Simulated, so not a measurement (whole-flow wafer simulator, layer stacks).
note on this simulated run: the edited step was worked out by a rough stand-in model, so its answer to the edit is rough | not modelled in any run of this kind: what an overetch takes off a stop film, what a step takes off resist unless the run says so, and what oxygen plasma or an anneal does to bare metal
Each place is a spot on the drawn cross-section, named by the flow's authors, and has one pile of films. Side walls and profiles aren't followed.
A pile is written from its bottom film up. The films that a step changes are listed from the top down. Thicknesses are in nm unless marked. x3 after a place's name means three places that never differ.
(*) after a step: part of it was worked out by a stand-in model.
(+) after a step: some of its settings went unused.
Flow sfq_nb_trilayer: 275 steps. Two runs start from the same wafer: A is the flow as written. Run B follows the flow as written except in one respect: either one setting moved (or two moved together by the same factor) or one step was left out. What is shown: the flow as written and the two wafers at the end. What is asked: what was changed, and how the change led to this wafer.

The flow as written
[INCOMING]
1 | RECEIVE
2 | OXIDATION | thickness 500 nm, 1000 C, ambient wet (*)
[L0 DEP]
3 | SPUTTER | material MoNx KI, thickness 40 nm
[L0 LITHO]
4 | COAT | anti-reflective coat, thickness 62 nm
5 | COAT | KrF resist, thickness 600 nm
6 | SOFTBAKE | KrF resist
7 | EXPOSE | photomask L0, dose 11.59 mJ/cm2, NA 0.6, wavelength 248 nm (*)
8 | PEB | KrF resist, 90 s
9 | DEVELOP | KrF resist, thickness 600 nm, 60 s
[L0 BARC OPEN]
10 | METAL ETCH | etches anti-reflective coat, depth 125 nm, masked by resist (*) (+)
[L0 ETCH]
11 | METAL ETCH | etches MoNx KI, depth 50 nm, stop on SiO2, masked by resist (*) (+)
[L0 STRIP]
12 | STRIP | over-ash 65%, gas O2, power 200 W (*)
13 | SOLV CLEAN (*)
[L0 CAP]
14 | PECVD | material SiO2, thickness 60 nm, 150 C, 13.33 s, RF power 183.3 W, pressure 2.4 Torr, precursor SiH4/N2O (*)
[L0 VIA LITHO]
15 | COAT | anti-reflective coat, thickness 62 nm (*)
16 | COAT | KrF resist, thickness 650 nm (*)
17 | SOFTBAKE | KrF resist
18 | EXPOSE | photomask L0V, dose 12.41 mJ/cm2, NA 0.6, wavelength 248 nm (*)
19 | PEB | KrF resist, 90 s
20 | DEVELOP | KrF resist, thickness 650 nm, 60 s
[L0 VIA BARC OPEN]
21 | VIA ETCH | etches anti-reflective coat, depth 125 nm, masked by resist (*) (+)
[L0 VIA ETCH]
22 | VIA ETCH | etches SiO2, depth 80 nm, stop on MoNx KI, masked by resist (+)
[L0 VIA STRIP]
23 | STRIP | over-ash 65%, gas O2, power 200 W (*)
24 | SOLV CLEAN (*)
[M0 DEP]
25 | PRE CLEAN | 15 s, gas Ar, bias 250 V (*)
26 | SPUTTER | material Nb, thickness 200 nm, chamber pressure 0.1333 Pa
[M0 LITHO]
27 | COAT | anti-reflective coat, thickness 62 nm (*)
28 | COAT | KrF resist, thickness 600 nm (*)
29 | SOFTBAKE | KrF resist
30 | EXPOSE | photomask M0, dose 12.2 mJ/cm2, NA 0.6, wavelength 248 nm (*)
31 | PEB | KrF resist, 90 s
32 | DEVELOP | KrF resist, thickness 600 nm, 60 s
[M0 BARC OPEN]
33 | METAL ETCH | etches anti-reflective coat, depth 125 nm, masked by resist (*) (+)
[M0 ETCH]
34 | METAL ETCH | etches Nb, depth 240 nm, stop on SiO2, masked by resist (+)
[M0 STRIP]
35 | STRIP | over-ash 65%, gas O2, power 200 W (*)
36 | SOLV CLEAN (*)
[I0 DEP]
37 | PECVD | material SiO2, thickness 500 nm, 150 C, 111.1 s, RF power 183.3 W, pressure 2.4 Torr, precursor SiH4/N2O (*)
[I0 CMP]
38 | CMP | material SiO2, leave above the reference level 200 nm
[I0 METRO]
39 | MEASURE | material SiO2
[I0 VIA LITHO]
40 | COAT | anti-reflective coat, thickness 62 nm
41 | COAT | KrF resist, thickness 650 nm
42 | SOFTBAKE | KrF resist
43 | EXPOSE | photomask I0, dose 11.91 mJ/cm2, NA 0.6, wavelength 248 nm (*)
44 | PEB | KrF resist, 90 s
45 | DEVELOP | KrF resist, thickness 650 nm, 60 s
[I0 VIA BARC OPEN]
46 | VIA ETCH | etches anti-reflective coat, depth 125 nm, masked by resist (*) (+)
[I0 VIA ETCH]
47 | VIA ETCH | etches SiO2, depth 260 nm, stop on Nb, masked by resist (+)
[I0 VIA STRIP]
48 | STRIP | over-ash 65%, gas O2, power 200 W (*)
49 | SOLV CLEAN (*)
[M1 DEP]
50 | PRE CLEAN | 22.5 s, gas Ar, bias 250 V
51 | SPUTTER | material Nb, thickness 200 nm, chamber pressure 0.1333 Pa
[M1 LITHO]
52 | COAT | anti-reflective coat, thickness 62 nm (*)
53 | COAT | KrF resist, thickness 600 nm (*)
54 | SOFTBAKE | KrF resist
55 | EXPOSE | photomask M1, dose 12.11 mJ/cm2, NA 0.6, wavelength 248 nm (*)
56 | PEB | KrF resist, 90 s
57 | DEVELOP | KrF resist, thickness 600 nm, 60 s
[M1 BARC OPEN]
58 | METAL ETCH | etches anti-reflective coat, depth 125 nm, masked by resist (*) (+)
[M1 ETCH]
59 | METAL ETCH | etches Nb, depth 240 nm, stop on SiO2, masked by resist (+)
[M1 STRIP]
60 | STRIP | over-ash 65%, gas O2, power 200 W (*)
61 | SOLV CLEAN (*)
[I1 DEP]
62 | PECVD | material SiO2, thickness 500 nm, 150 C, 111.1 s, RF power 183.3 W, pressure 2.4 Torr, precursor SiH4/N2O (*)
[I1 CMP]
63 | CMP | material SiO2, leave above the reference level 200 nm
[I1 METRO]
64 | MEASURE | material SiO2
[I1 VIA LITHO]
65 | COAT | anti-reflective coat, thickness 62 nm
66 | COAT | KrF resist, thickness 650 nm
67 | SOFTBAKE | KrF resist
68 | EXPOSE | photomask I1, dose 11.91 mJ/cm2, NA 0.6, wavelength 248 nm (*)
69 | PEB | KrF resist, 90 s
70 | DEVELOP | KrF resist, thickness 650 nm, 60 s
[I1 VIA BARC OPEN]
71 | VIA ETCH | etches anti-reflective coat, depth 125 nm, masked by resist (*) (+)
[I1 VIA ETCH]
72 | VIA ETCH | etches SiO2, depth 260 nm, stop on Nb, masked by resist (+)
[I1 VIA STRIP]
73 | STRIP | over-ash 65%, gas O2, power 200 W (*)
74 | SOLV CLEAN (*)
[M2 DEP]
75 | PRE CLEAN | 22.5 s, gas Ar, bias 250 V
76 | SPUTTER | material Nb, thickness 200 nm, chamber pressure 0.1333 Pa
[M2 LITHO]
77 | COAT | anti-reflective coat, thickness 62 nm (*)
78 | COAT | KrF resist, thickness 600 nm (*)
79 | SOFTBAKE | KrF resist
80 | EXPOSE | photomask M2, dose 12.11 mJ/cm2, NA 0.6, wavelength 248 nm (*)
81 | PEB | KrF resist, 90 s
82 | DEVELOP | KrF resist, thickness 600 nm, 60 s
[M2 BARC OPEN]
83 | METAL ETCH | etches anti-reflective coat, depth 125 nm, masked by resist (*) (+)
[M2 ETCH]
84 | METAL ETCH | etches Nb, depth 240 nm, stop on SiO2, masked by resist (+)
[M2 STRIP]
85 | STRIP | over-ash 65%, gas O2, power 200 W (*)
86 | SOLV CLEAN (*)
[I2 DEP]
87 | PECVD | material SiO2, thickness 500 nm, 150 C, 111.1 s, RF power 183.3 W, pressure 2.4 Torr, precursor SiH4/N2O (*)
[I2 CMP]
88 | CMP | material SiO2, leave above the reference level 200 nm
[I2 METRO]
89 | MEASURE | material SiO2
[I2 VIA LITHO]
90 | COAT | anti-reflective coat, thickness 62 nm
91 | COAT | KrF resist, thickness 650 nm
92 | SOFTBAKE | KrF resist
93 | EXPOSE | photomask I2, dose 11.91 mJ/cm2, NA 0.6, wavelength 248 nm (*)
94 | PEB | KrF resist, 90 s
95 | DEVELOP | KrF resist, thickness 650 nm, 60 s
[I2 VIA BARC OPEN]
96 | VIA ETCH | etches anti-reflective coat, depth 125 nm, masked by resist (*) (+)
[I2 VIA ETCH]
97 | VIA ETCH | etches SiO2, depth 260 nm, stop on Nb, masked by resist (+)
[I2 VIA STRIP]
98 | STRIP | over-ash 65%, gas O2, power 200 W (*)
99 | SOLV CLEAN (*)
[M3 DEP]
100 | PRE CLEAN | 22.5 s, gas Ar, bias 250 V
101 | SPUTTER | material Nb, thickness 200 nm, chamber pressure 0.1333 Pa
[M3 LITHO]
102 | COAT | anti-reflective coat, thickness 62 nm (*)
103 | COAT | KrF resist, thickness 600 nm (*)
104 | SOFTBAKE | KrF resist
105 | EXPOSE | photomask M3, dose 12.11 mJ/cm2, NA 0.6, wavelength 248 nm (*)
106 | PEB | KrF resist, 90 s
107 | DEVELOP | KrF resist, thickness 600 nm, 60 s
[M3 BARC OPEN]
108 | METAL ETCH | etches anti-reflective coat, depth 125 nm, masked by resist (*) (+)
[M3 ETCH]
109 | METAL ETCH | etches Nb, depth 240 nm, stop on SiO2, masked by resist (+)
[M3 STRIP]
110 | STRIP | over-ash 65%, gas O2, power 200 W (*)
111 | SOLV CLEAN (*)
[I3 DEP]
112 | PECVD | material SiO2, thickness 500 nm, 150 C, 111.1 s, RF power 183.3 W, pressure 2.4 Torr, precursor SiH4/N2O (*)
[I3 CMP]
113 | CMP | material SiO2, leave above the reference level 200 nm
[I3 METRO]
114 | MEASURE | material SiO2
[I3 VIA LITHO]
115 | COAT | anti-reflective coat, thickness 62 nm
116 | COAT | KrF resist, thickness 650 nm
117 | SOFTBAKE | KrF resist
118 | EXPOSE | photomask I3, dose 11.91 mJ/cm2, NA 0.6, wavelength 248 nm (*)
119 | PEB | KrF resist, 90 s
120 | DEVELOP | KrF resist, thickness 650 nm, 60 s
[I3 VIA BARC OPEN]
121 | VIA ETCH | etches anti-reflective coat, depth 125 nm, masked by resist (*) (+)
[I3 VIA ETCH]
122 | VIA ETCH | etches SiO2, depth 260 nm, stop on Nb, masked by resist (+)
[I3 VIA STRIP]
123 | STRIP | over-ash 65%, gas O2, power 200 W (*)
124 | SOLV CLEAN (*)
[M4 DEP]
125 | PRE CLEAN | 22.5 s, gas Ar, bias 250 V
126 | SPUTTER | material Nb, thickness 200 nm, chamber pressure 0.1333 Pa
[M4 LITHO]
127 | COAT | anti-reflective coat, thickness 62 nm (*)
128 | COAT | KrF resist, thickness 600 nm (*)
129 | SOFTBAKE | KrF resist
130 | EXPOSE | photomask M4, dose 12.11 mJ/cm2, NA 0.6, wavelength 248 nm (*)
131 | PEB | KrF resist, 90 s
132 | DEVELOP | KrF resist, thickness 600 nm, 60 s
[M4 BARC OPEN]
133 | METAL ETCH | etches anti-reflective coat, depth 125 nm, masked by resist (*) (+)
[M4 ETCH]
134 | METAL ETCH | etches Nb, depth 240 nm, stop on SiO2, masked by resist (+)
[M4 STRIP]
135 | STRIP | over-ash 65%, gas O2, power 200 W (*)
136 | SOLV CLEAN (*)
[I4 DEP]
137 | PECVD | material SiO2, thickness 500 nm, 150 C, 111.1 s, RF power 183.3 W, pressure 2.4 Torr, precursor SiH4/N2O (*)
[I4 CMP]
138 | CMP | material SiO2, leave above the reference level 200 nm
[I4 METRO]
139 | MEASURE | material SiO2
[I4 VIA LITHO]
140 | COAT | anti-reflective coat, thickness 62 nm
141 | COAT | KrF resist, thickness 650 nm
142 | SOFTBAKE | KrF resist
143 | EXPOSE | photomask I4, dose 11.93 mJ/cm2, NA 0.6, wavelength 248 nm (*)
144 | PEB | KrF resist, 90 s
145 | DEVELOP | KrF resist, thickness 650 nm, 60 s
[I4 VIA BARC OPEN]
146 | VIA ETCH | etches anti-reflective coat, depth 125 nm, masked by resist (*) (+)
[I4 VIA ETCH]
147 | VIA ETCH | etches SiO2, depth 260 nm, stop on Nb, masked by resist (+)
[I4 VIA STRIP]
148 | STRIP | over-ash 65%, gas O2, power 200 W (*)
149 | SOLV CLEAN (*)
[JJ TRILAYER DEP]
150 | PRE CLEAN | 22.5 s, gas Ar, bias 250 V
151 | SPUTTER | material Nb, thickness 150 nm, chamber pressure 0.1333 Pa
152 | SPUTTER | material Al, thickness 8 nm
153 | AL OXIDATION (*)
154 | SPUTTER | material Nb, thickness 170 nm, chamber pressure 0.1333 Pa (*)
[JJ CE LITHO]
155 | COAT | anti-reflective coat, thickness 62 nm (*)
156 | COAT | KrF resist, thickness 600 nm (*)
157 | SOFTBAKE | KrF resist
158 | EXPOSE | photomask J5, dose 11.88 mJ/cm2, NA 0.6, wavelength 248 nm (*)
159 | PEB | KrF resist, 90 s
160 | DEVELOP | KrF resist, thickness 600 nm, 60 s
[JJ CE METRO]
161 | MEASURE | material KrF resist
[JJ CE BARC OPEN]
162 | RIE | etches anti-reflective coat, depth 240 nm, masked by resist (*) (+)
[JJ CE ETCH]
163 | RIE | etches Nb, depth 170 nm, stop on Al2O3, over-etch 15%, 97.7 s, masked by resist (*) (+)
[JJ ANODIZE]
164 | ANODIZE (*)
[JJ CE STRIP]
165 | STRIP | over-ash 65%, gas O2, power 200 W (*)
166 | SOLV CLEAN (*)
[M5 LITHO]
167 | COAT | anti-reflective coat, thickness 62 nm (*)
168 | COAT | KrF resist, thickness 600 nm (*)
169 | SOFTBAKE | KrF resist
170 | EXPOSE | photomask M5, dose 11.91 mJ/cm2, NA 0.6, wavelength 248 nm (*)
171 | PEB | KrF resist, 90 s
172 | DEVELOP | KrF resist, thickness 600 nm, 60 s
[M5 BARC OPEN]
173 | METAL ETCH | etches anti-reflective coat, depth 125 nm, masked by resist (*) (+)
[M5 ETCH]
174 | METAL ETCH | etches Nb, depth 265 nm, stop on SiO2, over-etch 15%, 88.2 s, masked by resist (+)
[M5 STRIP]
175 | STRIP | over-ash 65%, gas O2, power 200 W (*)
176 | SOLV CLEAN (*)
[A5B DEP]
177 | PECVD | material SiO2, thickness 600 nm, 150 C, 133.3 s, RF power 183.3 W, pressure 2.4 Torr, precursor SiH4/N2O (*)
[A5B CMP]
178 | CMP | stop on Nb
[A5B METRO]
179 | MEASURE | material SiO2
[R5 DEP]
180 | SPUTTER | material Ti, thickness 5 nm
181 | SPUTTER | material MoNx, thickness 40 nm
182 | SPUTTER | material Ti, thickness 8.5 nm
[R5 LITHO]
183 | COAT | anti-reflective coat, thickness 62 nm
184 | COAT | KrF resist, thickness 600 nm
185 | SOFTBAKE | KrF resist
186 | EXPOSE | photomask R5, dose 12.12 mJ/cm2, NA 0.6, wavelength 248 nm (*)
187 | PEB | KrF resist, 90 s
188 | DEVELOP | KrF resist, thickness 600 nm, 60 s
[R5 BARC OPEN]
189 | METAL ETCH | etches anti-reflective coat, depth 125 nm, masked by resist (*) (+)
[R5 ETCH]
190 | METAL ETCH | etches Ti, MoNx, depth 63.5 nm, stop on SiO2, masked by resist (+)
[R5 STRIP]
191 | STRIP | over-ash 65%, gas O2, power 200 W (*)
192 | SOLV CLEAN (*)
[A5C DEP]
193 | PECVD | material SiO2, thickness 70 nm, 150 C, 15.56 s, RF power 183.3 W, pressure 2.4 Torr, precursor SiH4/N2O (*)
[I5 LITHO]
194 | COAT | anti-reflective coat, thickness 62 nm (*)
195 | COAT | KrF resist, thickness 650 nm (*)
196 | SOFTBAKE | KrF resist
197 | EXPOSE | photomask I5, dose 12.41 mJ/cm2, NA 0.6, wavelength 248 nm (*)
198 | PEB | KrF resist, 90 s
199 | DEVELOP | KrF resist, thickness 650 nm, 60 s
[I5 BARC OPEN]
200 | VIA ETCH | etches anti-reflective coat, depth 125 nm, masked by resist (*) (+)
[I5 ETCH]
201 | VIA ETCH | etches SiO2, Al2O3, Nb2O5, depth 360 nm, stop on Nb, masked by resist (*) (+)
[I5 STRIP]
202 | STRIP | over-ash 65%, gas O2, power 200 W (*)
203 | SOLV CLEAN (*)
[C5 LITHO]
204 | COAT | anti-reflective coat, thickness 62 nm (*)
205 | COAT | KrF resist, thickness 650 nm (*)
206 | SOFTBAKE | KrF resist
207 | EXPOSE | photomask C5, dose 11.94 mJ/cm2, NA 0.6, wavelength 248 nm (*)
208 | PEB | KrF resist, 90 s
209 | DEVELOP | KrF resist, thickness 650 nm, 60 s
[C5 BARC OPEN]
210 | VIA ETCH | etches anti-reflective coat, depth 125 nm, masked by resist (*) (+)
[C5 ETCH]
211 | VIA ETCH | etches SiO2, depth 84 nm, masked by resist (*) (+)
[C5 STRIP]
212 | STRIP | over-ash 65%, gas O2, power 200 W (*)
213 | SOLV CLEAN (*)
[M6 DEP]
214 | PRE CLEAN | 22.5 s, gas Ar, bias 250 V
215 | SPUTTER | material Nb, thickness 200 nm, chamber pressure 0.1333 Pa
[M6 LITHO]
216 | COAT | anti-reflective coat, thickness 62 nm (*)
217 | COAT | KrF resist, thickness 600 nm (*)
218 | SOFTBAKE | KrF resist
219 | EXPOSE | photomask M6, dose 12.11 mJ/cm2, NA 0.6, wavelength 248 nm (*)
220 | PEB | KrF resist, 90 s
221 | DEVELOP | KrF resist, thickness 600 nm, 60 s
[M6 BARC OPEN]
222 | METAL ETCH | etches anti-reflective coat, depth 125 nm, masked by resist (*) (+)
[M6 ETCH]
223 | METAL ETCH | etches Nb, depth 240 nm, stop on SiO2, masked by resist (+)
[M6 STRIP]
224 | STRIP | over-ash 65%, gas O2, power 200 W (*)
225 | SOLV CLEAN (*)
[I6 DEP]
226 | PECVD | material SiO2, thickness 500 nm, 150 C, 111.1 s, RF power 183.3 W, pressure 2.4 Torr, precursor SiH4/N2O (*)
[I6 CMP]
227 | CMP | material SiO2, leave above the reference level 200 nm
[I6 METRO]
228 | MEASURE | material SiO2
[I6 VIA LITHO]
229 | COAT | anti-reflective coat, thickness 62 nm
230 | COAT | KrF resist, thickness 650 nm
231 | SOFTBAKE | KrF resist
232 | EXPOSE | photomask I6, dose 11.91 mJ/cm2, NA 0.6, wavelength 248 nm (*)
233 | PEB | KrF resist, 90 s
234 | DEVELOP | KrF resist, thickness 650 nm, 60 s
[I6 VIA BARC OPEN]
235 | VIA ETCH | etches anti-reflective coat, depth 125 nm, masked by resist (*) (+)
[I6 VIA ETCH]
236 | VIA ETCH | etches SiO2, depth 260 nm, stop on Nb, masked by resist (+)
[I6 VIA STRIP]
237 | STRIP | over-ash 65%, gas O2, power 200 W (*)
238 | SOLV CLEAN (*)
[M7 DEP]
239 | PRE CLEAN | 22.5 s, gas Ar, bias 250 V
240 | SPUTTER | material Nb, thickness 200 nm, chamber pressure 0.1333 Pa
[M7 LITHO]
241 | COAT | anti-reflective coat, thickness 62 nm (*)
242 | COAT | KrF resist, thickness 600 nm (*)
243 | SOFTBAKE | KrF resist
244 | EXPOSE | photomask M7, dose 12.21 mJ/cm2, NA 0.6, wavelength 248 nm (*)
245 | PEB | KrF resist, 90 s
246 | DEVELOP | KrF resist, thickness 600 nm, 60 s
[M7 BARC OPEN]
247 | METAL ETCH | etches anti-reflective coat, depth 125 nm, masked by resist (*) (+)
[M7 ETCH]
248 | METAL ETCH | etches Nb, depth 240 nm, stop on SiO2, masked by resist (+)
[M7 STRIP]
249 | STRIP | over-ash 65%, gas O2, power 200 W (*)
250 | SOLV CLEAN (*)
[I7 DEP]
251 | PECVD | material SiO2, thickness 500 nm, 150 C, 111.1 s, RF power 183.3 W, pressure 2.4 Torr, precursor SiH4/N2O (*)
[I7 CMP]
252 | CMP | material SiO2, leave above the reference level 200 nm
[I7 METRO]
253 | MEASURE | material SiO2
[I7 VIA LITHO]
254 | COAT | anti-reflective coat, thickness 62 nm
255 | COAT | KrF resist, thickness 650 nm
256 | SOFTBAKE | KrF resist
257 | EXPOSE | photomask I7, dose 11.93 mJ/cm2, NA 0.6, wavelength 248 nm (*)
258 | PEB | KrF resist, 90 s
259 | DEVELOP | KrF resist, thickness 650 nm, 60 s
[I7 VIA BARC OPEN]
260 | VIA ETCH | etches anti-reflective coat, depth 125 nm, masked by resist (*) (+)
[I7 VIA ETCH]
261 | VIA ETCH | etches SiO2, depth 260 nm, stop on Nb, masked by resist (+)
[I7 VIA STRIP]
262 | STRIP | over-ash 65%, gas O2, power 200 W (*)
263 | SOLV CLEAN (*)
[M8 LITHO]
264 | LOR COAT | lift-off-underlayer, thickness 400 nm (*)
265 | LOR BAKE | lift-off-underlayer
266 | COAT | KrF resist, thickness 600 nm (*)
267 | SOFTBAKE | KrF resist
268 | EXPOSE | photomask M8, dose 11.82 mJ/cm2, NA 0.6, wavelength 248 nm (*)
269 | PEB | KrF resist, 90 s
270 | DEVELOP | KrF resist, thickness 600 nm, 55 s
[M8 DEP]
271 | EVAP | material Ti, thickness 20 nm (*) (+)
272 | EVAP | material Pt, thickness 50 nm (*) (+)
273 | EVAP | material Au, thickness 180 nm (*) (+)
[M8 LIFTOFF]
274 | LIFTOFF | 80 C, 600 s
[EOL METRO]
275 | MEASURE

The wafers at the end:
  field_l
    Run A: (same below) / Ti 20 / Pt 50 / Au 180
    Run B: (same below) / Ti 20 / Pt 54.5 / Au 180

The reason: step 272, EVAP: thickness 54.5 nm was run, though the flow has thickness 50 nm.
One can read it off the wafer: field_l has Pt 54.5, and step 272 as written asks for 50 nm.

Step by step, how the change led to this:
  272 | EVAP | material Pt, thickness 50 nm (*) (+)
      field_l, v_sur, via_wl and 103 more: A +50 Pt (new film) | B +54.5 Pt (new film)
  274 | LIFTOFF | 80 C, 600 s
      p4_fl, p4_fm, p4_w1 and 71 more: A -180 Au (all of it), -50 Pt (all of it), -20 Ti (all of it), -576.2 KrF resist (all of it), -400 lift-off-underlayer (all of it) | B -180 Au (all of it), -54.5 Pt (all of it), -20 Ti (all of it), -576.2 KrF resist (all of it), -400 lift-off-underlayer (all of it)
      c5j, ce_r: A -180 Au (all of it), -50 Pt (all of it), -20 Ti (all of it), -573.3 KrF resist (all of it), -399.3 lift-off-underlayer (all of it) | B -180 Au (all of it), -54.5 Pt (all of it), -20 Ti (all of it), -573.3 KrF resist (all of it), -399.3 lift-off-underlayer (all of it)
      (and at 19 other places as well)
